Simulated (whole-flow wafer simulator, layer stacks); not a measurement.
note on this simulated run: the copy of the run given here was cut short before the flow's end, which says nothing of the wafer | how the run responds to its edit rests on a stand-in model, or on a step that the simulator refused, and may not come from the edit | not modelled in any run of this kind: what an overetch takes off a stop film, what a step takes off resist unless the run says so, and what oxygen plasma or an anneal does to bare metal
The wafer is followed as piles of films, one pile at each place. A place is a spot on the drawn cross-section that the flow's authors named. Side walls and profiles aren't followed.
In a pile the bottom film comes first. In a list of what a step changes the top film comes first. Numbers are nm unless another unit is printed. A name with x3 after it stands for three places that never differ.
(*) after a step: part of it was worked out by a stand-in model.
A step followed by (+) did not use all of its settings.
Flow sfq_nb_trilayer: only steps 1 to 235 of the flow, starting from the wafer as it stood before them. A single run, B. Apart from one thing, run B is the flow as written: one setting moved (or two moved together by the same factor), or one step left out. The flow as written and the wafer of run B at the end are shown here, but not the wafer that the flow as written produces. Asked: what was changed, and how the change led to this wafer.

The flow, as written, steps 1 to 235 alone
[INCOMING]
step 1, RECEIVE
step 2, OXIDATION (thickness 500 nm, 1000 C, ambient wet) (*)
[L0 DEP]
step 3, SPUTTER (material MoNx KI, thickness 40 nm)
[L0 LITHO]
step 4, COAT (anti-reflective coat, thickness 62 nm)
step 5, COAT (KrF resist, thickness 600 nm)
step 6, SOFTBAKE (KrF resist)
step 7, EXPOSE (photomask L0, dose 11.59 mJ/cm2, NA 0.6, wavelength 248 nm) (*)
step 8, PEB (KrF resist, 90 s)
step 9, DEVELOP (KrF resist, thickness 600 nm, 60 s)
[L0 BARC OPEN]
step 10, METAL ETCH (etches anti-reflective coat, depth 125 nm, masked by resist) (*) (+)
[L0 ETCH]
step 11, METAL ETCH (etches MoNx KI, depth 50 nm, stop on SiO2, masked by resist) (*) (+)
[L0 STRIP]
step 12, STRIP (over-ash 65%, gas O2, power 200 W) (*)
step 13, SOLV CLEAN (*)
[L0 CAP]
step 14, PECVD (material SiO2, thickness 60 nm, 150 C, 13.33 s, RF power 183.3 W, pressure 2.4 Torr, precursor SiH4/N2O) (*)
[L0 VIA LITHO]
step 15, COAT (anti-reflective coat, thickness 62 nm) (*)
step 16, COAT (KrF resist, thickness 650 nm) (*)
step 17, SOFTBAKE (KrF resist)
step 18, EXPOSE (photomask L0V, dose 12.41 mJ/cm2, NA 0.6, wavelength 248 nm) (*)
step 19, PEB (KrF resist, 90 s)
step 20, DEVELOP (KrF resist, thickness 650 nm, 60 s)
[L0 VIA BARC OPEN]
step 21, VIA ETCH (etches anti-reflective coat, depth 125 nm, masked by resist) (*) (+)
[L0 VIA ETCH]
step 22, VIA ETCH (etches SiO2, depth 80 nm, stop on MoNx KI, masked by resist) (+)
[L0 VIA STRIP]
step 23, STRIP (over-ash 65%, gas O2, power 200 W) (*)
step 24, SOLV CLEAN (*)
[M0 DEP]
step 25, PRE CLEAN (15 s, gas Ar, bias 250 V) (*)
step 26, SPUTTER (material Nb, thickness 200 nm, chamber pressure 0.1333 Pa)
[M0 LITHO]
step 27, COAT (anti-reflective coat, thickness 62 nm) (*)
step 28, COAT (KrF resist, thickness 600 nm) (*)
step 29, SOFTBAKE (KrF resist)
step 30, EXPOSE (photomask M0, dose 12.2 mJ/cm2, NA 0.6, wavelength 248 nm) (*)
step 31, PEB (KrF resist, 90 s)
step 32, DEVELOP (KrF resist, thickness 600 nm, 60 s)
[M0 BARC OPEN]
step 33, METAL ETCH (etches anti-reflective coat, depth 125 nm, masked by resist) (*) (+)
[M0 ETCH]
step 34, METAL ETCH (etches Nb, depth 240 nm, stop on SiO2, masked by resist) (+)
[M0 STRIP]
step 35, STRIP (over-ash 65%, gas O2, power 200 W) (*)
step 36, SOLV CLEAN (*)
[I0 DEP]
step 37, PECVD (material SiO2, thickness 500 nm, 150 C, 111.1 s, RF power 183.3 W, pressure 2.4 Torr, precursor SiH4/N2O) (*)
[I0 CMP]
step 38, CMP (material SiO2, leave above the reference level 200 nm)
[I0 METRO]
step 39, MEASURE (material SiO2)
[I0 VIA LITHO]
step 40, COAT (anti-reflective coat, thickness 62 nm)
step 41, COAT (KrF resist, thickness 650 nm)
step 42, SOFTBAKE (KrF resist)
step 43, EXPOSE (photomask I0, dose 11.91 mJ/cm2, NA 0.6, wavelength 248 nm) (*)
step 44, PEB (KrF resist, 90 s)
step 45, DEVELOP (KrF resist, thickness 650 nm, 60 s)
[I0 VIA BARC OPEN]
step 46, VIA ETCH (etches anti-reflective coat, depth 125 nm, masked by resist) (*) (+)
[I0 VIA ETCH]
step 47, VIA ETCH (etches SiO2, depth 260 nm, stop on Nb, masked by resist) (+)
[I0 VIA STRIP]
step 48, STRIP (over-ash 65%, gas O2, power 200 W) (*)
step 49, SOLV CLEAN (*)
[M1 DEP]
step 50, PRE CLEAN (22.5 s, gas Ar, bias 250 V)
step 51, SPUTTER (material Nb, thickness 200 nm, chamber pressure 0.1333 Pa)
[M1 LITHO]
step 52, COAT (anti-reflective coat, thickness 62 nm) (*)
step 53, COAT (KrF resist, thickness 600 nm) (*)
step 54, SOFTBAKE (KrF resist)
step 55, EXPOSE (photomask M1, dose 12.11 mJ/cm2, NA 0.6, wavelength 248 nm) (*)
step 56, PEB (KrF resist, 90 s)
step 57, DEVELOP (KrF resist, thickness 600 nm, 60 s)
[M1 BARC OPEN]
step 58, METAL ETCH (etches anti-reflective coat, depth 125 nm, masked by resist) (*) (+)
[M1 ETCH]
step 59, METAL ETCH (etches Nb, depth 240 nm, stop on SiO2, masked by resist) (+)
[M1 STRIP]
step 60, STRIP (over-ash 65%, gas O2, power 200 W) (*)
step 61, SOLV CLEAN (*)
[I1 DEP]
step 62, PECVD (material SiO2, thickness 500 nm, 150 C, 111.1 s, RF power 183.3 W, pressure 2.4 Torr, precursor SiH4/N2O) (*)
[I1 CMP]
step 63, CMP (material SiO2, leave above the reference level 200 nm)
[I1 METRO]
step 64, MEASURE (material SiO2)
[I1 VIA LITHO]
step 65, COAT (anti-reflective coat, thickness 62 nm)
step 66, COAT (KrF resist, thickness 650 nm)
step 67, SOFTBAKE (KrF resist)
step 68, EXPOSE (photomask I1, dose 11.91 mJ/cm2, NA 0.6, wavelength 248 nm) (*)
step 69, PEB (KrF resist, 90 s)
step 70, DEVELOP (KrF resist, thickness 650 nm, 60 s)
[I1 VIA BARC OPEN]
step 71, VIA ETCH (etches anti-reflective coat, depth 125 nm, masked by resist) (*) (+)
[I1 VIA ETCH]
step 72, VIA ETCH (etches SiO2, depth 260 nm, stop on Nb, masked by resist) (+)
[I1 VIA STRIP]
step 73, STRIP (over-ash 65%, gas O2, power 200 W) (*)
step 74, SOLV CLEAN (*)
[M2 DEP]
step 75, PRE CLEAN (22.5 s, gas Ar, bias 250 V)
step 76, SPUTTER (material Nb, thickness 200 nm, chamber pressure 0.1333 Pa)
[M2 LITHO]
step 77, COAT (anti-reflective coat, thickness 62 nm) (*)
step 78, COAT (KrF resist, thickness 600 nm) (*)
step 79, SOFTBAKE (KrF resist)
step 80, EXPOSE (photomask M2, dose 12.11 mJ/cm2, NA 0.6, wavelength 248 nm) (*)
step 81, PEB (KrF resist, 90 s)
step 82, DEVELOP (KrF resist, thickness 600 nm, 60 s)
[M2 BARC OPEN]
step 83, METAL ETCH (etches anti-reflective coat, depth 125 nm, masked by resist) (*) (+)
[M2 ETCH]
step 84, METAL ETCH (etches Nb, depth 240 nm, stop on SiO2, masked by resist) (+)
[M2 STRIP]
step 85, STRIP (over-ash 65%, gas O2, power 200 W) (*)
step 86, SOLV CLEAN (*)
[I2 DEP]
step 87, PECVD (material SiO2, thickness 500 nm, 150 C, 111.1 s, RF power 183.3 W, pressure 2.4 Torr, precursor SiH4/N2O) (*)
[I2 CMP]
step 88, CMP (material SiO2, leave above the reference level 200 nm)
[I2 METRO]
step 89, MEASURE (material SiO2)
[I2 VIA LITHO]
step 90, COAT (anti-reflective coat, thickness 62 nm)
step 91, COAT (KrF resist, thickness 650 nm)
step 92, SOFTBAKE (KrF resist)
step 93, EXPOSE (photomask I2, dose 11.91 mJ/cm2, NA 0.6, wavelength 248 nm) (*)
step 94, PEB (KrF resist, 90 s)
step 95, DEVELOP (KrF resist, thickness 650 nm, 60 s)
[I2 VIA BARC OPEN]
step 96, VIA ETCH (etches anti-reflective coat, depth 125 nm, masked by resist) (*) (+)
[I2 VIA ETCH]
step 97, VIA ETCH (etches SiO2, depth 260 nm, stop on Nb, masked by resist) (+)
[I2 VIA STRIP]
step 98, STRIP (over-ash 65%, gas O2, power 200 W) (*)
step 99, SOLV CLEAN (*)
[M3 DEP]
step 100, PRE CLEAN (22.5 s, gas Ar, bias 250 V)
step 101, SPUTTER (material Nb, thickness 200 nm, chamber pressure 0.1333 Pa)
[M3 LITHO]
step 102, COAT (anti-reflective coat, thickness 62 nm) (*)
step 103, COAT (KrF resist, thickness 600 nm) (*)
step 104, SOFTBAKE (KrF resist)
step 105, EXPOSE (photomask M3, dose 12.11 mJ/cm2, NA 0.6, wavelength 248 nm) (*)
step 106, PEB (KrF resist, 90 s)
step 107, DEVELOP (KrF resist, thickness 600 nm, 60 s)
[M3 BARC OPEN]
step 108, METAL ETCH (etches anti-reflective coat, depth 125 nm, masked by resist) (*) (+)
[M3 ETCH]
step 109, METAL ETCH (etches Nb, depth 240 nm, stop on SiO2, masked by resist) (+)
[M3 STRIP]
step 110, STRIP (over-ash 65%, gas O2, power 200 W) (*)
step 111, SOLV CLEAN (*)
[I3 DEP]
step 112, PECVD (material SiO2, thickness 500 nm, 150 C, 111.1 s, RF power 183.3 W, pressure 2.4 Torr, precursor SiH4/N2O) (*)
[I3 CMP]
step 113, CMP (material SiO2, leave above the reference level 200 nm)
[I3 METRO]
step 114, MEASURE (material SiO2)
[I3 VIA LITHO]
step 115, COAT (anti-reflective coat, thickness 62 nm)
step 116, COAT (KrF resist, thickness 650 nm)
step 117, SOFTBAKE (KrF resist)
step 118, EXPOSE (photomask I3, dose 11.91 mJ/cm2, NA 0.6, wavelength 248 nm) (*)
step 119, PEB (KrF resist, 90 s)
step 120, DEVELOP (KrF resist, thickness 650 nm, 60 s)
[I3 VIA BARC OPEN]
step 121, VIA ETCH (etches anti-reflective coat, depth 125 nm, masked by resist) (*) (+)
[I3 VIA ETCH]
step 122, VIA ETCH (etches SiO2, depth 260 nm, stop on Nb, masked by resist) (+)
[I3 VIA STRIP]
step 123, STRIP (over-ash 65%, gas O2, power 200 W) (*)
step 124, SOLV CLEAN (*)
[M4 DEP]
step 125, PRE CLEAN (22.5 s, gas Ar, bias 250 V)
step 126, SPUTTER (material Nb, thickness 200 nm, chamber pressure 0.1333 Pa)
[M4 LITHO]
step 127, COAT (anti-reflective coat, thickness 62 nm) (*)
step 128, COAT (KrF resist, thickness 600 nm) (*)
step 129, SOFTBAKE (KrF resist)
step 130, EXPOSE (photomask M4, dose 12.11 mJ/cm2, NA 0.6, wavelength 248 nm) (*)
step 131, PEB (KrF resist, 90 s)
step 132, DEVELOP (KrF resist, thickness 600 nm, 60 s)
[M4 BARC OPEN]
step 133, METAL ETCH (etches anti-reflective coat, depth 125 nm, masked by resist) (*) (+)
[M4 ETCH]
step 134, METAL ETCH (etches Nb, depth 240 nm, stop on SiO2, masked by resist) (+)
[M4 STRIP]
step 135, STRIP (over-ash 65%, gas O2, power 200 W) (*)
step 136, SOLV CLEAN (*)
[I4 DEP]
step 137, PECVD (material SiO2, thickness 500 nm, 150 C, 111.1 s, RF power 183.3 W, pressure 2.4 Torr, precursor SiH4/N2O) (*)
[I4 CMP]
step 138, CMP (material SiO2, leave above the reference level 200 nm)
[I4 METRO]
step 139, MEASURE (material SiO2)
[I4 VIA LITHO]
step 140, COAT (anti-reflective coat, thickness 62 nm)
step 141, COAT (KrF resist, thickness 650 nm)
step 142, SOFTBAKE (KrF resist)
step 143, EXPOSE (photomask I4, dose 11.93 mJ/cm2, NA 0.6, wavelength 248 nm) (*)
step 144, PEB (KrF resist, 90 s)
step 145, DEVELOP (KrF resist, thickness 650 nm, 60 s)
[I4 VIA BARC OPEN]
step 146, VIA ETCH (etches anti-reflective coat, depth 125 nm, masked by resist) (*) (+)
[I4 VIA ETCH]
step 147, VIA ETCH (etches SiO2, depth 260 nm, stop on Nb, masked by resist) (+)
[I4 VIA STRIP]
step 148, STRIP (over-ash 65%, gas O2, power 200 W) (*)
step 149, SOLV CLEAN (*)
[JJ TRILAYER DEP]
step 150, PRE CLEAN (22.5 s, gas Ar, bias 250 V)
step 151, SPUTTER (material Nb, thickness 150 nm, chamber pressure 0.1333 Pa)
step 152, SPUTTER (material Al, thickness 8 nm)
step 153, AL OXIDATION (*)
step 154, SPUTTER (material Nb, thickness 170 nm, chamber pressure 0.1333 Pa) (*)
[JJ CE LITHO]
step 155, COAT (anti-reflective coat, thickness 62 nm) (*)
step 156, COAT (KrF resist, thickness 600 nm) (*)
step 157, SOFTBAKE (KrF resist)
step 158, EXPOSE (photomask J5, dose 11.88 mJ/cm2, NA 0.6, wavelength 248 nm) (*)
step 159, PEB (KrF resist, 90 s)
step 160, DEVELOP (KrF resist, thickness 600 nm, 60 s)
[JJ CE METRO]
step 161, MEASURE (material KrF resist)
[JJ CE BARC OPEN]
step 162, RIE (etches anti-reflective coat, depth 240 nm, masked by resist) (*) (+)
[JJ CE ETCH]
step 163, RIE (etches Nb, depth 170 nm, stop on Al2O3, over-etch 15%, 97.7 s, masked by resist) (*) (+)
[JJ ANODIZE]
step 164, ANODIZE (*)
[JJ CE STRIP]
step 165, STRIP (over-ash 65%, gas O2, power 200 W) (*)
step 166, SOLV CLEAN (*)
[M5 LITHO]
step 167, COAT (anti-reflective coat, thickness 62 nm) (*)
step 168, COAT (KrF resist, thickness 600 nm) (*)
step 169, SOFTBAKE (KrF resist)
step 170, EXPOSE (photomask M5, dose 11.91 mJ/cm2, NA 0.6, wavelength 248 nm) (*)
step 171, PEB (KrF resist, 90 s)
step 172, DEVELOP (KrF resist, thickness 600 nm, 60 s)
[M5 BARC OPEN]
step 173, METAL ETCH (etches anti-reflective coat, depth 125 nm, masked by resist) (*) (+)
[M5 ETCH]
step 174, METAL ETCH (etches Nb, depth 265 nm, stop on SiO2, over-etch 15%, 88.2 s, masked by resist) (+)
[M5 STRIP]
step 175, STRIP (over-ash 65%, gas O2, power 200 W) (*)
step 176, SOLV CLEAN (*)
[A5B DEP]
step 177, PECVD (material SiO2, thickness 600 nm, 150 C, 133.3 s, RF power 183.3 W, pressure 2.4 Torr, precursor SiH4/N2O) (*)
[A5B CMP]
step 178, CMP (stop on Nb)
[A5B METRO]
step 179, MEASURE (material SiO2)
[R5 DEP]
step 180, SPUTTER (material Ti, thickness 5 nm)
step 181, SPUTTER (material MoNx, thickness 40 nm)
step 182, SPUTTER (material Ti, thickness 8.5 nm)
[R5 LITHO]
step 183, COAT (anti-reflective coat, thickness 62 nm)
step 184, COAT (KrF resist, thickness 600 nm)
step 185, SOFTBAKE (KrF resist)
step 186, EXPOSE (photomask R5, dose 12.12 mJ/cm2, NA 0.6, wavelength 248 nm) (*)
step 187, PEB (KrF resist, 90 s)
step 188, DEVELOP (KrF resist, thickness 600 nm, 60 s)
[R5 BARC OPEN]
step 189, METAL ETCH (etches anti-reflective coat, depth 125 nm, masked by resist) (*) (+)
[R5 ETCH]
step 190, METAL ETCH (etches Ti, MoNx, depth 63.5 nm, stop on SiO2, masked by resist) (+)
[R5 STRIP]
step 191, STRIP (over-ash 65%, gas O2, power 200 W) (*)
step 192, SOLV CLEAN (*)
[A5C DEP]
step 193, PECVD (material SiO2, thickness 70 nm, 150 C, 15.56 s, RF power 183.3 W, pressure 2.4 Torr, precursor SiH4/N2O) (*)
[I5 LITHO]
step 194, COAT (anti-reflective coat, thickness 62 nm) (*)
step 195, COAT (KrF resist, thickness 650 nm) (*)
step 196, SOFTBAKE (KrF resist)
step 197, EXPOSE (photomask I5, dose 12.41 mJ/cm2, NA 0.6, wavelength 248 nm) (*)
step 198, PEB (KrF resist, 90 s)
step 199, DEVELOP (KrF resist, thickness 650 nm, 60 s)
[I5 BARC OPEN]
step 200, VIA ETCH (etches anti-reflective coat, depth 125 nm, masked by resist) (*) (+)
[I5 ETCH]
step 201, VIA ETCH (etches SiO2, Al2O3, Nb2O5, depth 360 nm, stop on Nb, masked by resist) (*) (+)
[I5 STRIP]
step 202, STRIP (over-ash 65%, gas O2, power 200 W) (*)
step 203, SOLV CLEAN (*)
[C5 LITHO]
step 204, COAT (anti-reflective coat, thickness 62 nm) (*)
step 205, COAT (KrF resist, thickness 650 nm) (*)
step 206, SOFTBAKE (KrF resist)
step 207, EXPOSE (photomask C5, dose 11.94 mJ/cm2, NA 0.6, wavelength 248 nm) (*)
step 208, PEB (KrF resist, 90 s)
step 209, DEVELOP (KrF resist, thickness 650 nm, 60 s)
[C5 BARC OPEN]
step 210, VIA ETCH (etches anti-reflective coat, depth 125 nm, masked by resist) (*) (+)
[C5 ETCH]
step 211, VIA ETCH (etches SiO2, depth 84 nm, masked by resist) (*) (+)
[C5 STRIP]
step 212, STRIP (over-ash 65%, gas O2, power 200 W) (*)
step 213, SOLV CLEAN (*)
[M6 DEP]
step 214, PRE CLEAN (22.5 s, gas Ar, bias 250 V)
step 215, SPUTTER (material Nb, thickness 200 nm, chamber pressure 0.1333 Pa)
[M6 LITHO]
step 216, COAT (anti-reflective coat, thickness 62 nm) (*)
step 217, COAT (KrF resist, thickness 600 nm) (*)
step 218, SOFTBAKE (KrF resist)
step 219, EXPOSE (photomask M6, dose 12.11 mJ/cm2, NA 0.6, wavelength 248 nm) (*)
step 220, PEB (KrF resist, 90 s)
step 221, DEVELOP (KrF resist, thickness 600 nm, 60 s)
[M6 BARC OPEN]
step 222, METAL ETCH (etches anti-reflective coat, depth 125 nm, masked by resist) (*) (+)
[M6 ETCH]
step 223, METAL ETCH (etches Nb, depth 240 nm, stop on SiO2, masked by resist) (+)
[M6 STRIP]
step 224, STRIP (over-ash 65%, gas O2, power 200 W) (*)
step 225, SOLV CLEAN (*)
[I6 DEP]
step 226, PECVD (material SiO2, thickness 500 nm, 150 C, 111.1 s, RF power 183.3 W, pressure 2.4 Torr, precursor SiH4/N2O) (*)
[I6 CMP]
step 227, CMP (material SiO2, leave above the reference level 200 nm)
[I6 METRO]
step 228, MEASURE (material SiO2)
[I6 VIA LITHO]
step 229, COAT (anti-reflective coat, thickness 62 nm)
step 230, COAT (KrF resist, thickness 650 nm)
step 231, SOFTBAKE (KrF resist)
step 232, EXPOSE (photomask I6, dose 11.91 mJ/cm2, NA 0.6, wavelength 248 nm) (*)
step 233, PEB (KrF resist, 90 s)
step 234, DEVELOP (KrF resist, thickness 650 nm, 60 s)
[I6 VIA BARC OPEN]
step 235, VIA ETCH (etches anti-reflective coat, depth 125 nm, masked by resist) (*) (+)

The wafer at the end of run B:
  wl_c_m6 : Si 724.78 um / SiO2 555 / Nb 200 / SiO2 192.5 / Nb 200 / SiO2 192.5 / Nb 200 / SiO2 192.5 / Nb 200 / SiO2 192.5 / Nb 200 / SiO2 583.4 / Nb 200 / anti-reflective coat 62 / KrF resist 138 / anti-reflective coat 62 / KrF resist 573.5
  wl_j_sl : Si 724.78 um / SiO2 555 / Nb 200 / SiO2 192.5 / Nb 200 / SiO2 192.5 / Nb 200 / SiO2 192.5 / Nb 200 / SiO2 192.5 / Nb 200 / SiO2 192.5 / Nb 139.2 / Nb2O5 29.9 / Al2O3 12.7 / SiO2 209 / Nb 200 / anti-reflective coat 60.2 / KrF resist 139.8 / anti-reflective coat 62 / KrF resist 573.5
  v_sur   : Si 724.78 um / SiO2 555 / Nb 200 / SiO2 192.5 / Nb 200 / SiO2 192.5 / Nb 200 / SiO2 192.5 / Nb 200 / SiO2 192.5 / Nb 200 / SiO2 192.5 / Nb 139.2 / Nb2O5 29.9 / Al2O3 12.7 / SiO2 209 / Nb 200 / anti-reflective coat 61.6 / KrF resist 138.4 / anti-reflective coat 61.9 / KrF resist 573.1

What caused this: step 224, STRIP: over-ash 65%, gas O2, power 200 W (*), was omitted.

Step by step, how the change led to this:
  step 226, PECVD (material SiO2, thickness 500 nm, 150 C, 111.1 s, RF power 183.3 W, pressure 2.4 Torr, precursor SiH4/N2O) (*)
      moat, field_r, lsp_l, ln_m5, lsp_m: +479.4 SiO2 (as written it would have been: +493.6 SiO2)
      lsp_r, l0_sur, l0v: +470.4 SiO2 (as written it would have been: +491.9 SiO2)
      (and at 6 other places as well)
  step 227, CMP (material SiO2, leave above the reference level 200 nm)
      v_sur, wl_j_sl, wl_j_sr: -500 SiO2 (all of it), -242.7 KrF resist (as written it would have been: -300 SiO2)
      ln_m6, m6r_line_l, m6r_line_r: -500 SiO2 (all of it), -244.4 KrF resist (as written it would have been: -300 SiO2)
      (and at 33 other places as well)
  step 229, COAT (anti-reflective coat, thickness 62 nm)
      be_sur, jj_sur: +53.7 anti-reflective coat (new film) (as written it would have been: +62 anti-reflective coat (new film))
      gap: +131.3 anti-reflective coat (new film) (as written it would have been: +62 anti-reflective coat (new film))
  step 230, COAT (KrF resist, thickness 650 nm)
      gap: +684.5 KrF resist (new film) (as written it would have been: +650 KrF resist (new film))
